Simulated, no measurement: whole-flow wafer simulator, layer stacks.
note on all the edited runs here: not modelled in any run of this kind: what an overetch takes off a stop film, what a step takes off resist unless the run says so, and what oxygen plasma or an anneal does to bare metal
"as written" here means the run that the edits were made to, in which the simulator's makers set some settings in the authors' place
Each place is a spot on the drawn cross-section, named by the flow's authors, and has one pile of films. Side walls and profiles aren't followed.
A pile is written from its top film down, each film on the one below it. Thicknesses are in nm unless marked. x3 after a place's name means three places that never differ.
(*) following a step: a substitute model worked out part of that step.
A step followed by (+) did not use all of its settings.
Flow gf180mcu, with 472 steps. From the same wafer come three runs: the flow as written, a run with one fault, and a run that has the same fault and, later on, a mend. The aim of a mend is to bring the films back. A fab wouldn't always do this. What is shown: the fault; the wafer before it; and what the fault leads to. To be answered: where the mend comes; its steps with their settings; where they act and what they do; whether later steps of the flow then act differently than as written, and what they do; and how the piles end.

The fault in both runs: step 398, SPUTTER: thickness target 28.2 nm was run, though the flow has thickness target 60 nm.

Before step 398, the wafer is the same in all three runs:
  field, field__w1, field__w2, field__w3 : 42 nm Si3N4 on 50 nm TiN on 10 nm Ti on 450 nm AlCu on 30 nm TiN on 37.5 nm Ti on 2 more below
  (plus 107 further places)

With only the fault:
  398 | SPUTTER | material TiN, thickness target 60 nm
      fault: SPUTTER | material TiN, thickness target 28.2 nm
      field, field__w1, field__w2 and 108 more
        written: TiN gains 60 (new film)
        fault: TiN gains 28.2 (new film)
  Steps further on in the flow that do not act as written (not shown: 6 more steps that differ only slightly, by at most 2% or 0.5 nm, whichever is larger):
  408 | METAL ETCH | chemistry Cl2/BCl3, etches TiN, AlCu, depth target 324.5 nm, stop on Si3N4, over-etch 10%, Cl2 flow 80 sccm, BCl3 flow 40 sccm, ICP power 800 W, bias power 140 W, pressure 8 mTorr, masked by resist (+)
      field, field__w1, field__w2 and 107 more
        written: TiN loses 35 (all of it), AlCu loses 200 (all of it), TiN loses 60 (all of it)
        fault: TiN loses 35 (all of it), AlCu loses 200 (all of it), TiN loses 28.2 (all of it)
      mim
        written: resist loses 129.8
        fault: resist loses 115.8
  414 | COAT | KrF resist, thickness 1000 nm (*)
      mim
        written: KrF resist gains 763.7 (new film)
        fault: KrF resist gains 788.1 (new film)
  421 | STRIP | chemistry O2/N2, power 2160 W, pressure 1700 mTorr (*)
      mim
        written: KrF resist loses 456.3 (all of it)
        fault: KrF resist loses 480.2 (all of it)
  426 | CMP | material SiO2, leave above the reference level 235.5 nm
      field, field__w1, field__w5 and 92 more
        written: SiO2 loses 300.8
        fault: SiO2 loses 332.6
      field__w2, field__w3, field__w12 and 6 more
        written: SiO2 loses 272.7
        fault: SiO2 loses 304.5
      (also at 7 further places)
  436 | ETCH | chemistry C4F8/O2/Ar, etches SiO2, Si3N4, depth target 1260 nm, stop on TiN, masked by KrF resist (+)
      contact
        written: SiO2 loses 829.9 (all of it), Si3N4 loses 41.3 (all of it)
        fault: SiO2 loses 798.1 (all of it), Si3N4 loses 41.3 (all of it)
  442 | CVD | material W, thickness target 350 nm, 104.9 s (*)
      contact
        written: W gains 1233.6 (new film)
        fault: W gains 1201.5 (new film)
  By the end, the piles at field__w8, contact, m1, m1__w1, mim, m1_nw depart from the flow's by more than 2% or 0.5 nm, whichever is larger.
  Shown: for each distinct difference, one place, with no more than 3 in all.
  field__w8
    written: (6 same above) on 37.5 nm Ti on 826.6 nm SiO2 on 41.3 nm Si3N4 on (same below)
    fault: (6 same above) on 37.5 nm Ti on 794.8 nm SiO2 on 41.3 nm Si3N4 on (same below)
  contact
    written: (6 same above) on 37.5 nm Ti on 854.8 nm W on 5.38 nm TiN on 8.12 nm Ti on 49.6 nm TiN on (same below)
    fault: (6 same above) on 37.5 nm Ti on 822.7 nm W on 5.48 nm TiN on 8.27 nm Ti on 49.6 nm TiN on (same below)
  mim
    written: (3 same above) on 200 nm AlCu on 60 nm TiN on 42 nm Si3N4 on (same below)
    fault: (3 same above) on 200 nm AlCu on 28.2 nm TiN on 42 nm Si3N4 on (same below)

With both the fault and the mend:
  After step 398 comes the mend.
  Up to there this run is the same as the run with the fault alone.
  398a | SPUTTER | material TiN, thickness target 31.8 nm (a further turn of the flow's step 398, with different settings)
      field, field__w1, field__w2 and 108 more
        TiN gains 31.8
  Later steps of the flow that are run all act as written at every place that is followed.
  By the end, the piles equal the flow's at every place that both follow.
